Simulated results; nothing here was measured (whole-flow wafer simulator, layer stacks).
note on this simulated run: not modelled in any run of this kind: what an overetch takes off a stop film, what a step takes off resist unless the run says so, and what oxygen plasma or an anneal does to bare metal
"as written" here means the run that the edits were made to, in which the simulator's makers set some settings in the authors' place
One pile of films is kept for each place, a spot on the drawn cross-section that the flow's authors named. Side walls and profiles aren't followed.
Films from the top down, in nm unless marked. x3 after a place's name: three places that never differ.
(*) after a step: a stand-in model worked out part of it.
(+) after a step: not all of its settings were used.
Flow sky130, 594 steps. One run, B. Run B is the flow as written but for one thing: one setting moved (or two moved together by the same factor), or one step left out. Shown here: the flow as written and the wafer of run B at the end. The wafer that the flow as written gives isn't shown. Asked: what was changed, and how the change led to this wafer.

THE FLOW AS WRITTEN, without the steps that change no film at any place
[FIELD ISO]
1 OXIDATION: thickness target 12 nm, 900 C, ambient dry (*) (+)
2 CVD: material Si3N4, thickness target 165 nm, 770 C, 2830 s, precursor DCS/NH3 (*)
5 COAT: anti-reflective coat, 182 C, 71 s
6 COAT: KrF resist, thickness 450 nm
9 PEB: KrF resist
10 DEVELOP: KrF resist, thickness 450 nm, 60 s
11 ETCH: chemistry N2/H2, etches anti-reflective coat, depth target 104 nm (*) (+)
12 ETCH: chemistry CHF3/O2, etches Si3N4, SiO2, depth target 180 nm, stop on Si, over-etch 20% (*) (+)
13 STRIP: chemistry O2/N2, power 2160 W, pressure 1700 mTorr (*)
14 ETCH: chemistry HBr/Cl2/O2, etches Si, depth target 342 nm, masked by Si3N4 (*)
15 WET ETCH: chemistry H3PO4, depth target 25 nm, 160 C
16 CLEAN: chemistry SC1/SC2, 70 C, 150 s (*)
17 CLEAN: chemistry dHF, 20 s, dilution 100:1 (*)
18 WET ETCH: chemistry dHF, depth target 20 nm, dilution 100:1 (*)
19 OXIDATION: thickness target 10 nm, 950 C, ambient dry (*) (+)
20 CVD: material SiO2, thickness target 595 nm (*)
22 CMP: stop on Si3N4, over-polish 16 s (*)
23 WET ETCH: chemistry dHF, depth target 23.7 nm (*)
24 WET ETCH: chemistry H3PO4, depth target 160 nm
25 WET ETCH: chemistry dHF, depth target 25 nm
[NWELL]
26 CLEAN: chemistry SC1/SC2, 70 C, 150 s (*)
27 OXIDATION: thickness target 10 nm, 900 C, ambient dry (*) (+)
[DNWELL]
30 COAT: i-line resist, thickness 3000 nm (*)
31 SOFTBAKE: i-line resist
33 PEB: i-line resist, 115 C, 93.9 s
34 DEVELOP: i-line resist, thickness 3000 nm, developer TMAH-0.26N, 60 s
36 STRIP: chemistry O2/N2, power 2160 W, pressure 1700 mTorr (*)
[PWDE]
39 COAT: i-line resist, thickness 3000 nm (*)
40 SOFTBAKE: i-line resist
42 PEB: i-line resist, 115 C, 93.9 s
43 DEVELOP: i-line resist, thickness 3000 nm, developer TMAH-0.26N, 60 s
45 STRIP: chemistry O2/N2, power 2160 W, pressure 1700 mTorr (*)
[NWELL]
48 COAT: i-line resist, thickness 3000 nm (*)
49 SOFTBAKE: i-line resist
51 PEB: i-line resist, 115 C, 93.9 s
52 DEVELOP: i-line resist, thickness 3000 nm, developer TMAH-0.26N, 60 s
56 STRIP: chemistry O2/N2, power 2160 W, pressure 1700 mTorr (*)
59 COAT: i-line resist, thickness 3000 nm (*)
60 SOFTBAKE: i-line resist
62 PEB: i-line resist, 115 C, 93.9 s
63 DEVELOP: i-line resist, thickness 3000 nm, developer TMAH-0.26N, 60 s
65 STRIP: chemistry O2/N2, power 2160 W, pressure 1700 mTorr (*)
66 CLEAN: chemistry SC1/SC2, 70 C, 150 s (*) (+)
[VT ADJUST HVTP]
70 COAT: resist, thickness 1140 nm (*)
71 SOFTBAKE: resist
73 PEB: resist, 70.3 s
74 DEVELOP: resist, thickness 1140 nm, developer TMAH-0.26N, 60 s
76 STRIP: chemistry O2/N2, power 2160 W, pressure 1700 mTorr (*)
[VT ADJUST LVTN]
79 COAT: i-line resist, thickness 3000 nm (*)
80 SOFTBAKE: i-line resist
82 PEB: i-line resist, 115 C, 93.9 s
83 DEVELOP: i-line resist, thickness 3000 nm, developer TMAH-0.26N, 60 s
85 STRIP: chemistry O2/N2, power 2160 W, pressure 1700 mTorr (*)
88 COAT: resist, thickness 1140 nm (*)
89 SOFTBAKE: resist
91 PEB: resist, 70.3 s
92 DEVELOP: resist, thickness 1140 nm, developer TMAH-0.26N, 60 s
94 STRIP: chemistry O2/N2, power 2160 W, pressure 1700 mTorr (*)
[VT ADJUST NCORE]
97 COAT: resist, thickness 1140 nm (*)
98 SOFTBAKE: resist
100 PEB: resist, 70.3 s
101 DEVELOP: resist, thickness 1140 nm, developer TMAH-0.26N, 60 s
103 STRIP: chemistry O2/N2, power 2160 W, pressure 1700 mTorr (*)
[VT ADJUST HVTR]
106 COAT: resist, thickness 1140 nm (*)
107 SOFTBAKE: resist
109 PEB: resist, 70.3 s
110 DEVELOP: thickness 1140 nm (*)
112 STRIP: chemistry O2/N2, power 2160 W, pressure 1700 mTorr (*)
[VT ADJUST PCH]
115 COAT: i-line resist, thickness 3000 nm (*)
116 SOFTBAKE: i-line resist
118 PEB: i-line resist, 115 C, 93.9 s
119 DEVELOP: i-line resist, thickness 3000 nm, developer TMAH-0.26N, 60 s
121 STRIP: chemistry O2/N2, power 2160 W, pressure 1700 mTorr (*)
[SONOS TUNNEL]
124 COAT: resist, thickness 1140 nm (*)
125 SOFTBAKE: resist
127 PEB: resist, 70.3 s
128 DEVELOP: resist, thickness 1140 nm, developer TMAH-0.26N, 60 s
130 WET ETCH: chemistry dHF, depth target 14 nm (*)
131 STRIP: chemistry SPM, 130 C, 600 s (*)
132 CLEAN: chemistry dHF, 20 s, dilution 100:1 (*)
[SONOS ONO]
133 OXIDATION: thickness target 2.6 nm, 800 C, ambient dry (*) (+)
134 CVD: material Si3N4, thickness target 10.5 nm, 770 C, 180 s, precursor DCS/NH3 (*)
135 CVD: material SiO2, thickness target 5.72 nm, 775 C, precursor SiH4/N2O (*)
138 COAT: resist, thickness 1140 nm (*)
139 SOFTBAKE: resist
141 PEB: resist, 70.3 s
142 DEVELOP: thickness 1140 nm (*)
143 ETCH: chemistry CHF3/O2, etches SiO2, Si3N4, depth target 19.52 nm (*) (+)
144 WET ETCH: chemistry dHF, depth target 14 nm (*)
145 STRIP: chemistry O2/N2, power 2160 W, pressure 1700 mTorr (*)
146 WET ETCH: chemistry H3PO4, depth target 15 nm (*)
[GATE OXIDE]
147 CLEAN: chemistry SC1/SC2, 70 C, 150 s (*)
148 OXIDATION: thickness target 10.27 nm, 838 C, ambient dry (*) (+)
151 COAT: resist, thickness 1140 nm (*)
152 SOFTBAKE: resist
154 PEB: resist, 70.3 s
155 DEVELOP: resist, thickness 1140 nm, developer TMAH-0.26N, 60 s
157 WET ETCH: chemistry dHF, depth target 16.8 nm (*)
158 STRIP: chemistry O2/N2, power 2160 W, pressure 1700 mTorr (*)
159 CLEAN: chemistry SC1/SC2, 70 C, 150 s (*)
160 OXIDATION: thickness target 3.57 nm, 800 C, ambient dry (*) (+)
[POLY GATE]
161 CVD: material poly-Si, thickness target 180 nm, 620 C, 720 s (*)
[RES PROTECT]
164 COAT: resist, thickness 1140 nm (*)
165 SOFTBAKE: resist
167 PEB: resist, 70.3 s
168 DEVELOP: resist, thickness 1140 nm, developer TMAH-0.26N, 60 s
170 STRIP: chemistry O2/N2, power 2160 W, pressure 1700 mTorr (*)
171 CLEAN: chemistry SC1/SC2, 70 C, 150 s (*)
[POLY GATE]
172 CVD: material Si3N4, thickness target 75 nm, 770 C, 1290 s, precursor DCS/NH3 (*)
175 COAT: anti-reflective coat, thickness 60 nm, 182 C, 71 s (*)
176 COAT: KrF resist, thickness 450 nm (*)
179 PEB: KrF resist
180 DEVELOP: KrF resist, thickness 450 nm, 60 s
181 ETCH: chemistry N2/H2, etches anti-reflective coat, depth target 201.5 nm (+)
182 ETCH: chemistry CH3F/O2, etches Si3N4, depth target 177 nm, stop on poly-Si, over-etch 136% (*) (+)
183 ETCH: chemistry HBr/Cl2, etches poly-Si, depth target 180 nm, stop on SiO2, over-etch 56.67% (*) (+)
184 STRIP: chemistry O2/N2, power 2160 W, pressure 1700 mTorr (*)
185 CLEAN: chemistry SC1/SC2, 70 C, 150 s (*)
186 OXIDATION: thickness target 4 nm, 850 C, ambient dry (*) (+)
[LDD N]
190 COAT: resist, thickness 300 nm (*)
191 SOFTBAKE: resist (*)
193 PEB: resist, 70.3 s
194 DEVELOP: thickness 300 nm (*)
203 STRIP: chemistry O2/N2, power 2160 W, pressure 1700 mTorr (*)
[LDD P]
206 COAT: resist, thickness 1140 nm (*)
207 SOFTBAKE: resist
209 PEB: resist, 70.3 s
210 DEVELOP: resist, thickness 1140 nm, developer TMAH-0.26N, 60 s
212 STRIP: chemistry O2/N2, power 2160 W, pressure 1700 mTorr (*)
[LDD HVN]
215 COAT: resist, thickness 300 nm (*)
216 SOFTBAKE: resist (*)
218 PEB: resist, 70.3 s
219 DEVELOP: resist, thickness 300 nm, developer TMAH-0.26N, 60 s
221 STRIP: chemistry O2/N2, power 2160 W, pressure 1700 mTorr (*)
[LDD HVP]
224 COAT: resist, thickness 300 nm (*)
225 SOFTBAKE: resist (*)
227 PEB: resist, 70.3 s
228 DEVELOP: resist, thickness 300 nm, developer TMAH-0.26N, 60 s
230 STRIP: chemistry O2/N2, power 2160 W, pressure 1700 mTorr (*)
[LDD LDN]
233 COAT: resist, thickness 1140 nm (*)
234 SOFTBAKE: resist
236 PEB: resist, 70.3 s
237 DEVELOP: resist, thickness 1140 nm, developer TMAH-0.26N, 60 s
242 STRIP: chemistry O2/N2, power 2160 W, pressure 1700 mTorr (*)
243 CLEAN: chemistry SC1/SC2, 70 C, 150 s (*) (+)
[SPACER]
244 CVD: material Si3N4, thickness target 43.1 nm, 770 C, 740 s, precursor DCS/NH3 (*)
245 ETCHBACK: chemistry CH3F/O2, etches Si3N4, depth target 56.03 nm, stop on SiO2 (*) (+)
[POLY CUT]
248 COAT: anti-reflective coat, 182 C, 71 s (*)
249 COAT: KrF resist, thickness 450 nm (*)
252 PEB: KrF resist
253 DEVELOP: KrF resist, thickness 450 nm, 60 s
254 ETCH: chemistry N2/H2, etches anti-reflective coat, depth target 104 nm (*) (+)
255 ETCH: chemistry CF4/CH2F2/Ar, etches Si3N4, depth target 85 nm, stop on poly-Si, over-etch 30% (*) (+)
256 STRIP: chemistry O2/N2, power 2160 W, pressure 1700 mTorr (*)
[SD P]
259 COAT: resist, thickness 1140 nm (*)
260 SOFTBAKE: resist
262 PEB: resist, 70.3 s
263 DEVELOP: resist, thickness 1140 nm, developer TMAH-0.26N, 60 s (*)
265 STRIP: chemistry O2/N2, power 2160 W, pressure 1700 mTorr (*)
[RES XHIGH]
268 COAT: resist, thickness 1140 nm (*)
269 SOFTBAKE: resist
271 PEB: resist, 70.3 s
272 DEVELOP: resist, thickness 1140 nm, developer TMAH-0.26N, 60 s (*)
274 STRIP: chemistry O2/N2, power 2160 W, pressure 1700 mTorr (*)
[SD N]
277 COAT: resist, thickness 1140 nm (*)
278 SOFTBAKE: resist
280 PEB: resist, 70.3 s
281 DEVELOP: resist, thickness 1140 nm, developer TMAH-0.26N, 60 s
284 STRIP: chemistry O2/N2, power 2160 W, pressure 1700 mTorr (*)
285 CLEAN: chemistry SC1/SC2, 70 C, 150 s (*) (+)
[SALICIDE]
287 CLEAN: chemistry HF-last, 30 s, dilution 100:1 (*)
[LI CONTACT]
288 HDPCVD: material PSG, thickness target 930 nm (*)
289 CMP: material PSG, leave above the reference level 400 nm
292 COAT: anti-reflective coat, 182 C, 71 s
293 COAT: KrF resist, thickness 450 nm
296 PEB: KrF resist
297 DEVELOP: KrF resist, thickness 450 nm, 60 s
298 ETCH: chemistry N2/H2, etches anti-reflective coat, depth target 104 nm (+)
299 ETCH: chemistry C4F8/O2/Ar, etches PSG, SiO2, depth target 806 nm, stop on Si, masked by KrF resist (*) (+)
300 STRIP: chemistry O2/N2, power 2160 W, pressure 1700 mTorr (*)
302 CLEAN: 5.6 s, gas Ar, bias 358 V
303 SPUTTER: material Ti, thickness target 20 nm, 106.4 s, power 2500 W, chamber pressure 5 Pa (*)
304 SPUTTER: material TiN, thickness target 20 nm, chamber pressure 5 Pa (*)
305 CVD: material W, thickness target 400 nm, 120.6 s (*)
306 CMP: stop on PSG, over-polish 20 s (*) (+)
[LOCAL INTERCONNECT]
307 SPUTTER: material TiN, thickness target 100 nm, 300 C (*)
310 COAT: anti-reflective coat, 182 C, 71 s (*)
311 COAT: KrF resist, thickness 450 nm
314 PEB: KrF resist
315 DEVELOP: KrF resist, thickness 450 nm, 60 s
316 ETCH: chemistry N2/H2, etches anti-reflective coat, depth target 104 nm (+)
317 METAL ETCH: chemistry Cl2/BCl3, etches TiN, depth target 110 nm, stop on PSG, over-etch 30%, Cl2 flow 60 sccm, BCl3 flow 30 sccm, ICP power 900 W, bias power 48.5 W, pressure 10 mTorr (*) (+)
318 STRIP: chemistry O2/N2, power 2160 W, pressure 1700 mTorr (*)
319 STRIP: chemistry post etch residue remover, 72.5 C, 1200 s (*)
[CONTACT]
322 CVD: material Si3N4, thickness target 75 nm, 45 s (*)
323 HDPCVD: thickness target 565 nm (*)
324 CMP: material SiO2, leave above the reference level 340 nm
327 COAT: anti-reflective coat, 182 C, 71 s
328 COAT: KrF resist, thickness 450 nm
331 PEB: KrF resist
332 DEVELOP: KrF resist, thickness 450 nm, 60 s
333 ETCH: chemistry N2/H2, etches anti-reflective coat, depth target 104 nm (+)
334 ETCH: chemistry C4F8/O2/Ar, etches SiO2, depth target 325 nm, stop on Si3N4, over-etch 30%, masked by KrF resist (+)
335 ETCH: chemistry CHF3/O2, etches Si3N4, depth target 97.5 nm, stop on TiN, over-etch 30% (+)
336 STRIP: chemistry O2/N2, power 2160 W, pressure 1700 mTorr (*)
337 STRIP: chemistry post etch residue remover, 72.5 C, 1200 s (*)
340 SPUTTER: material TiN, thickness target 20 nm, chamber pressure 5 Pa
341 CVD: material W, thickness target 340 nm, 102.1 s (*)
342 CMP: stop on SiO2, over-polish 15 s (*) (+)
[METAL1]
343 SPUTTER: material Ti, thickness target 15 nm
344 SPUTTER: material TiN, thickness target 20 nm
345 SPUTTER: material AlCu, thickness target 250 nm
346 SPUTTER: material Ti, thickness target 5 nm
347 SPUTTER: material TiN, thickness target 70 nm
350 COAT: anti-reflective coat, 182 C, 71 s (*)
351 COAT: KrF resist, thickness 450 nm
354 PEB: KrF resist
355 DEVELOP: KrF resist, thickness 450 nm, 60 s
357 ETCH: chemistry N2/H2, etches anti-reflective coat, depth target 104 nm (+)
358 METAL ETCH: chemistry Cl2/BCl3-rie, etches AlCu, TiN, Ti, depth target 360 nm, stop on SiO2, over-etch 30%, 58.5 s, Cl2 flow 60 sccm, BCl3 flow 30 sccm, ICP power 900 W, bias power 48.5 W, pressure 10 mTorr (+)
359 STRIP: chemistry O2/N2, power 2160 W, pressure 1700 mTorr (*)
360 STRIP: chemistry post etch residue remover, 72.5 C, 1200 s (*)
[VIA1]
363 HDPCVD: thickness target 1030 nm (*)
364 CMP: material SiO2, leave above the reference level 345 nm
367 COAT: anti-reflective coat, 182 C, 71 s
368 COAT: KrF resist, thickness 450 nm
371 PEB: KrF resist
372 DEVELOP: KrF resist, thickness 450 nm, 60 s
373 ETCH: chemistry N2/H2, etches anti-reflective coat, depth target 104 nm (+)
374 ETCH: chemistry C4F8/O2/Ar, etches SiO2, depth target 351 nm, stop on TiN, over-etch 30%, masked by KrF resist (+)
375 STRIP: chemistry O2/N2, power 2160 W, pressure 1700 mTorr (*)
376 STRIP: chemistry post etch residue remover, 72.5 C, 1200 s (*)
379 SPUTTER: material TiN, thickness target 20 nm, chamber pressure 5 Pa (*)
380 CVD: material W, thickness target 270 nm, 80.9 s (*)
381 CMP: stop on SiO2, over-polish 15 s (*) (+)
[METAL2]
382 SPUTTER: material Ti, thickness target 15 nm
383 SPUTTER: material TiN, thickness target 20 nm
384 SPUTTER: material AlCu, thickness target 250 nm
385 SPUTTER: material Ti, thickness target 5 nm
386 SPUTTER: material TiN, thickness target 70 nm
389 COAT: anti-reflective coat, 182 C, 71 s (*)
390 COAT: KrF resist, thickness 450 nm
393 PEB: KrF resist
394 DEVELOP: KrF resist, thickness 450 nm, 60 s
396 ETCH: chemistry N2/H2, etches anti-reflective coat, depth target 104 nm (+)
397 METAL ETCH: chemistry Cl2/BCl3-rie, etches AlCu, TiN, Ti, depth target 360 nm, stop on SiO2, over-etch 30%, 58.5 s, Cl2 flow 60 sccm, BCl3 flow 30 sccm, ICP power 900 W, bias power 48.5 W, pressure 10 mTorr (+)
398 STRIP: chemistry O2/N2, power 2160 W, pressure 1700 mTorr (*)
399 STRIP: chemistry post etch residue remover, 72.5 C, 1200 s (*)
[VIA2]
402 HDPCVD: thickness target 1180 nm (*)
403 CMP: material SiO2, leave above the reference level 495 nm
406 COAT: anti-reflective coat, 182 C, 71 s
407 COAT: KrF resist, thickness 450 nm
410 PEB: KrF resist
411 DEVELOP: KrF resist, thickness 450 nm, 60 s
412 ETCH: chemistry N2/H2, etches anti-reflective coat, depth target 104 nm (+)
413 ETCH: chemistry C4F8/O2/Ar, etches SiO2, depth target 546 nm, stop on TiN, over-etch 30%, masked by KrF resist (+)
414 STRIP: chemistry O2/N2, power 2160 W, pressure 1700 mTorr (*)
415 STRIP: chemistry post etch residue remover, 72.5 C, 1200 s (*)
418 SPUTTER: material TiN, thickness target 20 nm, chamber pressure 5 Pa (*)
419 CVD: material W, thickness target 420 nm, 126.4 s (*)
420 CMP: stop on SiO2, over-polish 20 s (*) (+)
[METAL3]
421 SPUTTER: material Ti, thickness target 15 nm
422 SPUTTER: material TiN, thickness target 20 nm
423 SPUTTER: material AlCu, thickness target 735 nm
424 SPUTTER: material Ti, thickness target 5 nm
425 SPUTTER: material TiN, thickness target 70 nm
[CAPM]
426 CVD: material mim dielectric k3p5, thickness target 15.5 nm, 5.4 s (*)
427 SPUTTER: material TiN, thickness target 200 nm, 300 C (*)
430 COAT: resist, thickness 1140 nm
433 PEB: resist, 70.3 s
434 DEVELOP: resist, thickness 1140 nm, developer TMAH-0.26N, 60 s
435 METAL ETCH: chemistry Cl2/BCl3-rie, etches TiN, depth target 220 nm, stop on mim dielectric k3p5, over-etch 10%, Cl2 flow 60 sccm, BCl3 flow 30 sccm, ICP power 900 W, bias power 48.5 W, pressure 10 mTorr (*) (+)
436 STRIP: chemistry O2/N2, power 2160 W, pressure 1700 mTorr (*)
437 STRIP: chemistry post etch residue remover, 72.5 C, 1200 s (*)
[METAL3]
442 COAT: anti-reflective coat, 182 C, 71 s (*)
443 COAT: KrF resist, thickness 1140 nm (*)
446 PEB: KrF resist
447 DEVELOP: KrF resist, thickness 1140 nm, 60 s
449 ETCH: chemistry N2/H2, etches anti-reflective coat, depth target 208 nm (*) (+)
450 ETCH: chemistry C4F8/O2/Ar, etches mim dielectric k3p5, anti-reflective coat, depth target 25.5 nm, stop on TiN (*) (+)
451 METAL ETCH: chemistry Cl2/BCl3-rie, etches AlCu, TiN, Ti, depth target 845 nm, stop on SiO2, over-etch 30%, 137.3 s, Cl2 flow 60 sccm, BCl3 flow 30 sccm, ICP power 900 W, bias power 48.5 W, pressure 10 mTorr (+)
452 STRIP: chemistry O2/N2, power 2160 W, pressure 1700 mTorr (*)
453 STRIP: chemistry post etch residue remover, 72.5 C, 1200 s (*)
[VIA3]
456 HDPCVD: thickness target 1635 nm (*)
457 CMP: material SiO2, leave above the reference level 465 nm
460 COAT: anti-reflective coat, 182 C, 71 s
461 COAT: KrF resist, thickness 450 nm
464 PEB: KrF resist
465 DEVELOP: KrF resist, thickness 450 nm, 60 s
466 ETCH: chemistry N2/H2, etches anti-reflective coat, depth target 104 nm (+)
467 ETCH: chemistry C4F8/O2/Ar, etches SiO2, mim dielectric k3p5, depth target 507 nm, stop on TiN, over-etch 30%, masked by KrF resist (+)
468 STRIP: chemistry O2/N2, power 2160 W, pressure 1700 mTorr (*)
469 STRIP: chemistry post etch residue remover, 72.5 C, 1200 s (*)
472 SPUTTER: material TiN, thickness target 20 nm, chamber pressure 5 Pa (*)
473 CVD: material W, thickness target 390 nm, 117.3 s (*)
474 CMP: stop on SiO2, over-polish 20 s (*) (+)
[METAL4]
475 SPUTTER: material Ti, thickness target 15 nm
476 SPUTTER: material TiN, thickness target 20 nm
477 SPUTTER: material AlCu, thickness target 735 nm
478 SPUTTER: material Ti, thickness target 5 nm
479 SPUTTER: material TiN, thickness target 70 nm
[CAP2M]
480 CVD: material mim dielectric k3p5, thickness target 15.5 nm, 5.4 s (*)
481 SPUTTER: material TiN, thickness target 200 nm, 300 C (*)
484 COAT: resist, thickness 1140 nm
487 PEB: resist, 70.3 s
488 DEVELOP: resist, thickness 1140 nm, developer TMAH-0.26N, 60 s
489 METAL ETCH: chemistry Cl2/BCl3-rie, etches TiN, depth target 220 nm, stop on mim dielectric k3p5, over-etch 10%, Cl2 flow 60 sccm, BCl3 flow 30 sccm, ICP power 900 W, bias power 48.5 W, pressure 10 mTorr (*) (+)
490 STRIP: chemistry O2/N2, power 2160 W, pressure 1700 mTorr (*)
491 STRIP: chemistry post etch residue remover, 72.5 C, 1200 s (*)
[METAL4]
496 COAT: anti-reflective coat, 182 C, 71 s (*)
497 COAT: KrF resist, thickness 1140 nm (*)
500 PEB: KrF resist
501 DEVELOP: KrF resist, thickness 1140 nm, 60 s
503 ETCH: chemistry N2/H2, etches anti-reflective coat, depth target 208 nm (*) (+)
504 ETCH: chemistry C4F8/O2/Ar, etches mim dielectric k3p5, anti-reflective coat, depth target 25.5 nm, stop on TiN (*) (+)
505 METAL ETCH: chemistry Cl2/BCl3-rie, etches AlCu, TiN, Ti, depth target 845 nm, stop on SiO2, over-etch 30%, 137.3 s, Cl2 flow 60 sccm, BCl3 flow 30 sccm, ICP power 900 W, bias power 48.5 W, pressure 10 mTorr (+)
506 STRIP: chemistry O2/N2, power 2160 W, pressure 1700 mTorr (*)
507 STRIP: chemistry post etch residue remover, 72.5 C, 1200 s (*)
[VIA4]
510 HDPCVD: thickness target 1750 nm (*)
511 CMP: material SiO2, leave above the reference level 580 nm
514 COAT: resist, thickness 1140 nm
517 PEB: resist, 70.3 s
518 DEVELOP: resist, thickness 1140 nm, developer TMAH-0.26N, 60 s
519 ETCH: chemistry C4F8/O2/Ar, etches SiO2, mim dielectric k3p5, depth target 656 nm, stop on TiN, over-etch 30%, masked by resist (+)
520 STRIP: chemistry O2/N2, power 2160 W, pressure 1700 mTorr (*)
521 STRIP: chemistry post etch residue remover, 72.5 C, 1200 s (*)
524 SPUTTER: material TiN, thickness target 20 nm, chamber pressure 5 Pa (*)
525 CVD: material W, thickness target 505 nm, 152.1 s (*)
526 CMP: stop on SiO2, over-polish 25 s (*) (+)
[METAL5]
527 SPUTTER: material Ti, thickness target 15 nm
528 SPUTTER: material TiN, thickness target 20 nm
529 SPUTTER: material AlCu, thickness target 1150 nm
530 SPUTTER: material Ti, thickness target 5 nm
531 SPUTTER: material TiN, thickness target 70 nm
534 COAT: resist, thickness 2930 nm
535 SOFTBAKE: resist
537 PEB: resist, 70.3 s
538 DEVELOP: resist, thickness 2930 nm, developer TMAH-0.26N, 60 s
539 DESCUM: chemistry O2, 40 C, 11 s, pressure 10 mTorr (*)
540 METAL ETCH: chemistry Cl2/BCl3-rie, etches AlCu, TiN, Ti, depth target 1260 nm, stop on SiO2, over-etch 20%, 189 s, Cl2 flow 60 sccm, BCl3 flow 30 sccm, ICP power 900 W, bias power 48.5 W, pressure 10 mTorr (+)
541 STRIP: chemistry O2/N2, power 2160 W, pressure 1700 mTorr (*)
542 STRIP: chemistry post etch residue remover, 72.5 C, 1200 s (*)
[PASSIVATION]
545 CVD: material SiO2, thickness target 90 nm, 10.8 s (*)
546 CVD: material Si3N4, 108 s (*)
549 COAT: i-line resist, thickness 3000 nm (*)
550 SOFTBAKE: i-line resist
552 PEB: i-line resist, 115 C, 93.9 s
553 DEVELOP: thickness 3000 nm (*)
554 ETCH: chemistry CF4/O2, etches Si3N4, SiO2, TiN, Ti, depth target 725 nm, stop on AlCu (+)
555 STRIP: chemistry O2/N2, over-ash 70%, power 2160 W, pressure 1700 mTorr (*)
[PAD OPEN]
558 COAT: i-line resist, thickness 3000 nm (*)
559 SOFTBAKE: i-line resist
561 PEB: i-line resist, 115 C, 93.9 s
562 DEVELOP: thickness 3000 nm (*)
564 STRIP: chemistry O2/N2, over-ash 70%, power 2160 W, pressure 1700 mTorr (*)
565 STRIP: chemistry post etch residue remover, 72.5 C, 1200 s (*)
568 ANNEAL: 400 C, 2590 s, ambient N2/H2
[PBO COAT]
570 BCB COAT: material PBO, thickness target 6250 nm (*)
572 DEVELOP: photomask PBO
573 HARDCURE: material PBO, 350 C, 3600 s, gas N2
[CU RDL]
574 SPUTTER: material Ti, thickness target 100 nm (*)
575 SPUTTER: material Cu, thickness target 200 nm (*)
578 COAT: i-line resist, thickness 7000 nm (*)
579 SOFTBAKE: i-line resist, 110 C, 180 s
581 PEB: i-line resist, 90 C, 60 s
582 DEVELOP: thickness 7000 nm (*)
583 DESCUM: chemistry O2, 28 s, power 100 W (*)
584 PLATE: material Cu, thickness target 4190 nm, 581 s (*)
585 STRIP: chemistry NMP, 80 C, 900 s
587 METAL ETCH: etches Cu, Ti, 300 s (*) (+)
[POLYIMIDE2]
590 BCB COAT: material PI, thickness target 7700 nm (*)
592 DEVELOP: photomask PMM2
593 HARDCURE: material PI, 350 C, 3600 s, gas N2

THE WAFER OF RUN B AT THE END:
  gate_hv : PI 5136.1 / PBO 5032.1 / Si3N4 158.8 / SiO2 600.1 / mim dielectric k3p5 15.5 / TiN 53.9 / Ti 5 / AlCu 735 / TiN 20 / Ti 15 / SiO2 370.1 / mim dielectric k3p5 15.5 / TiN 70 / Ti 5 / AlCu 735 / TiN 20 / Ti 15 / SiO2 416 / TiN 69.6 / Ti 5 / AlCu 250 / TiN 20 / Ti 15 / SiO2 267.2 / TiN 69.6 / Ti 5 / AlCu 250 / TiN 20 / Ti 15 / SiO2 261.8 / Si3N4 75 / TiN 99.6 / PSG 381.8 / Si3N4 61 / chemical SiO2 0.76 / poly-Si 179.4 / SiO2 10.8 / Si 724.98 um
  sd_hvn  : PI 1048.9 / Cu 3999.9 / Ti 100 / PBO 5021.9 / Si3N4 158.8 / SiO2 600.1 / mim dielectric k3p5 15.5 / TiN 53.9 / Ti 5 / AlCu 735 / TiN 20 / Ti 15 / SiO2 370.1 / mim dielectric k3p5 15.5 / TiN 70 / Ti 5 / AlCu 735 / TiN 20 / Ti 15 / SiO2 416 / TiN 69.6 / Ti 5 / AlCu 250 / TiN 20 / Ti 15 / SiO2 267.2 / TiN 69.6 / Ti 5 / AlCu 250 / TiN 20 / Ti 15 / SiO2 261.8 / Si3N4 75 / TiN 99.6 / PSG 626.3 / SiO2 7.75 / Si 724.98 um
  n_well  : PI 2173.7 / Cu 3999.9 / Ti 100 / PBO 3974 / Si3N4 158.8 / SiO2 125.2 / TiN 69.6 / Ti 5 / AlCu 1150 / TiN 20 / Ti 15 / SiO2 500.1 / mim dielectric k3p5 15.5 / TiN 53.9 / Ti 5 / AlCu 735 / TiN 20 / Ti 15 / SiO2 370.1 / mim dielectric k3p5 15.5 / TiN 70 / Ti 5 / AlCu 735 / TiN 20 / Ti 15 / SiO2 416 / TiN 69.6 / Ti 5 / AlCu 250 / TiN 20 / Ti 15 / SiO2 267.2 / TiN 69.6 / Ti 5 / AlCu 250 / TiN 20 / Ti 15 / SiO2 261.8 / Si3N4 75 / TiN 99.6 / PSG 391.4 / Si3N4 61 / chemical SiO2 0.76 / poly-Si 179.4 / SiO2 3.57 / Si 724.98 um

The cause: step 479, SPUTTER: thickness target 53.9 nm was run, where the flow has thickness target 70 nm.
It can be read off the wafer: gate_hv has TiN 53.9, and step 479 as written asks for 70 nm.

How the change led to this, step by step:
  479 SPUTTER: material TiN, thickness target 70 nm
      field, active, n_well and 189 more: TiN +53.9 (new film) (as written it would be: TiN +70 (new film))
  505 METAL ETCH: chemistry Cl2/BCl3-rie, etches AlCu, TiN, Ti, depth target 845 nm, stop on SiO2, over-etch 30%, 137.3 s, Cl2 flow 60 sccm, BCl3 flow 30 sccm, ICP power 900 W, bias power 48.5 W, pressure 10 mTorr (+)
      field, gate, spacer and 68 more: TiN -53.9 (all of it), Ti -5 (all of it), AlCu -735 (all of it), TiN -20 (all of it), Ti -15 (all of it), SiO2 -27 (as written it would be: TiN -70 (all of it), Ti -5 (all of it), AlCu -735 (all of it), TiN -20 (all of it), Ti -15 (all of it), SiO2 -25.4)
      active, vpp_iso1, mim_edge_plate and 14 more: TiN -53.9 (all of it), Ti -5 (all of it), AlCu -735 (all of it), TiN -20 (all of it), Ti -15 (all of it), SiO2 -27 (as written it would be: TiN -70 (all of it), Ti -5 (all of it), AlCu -735 (all of it), TiN -20 (all of it), Ti -15 (all of it), SiO2 -25.3)
  519 ETCH: chemistry C4F8/O2/Ar, etches SiO2, mim dielectric k3p5, depth target 656 nm, stop on TiN, over-etch 30%, masked by resist (+)
      m1: SiO2 -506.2 (all of it), mim dielectric k3p5 -15.5 (all of it) (as written it would be: SiO2 -490.1 (all of it), mim dielectric k3p5 -15.5 (all of it))
      via4_hole: SiO2 -505.6 (all of it), mim dielectric k3p5 -15.5 (all of it) (as written it would be: SiO2 -489.5 (all of it), mim dielectric k3p5 -15.5 (all of it))
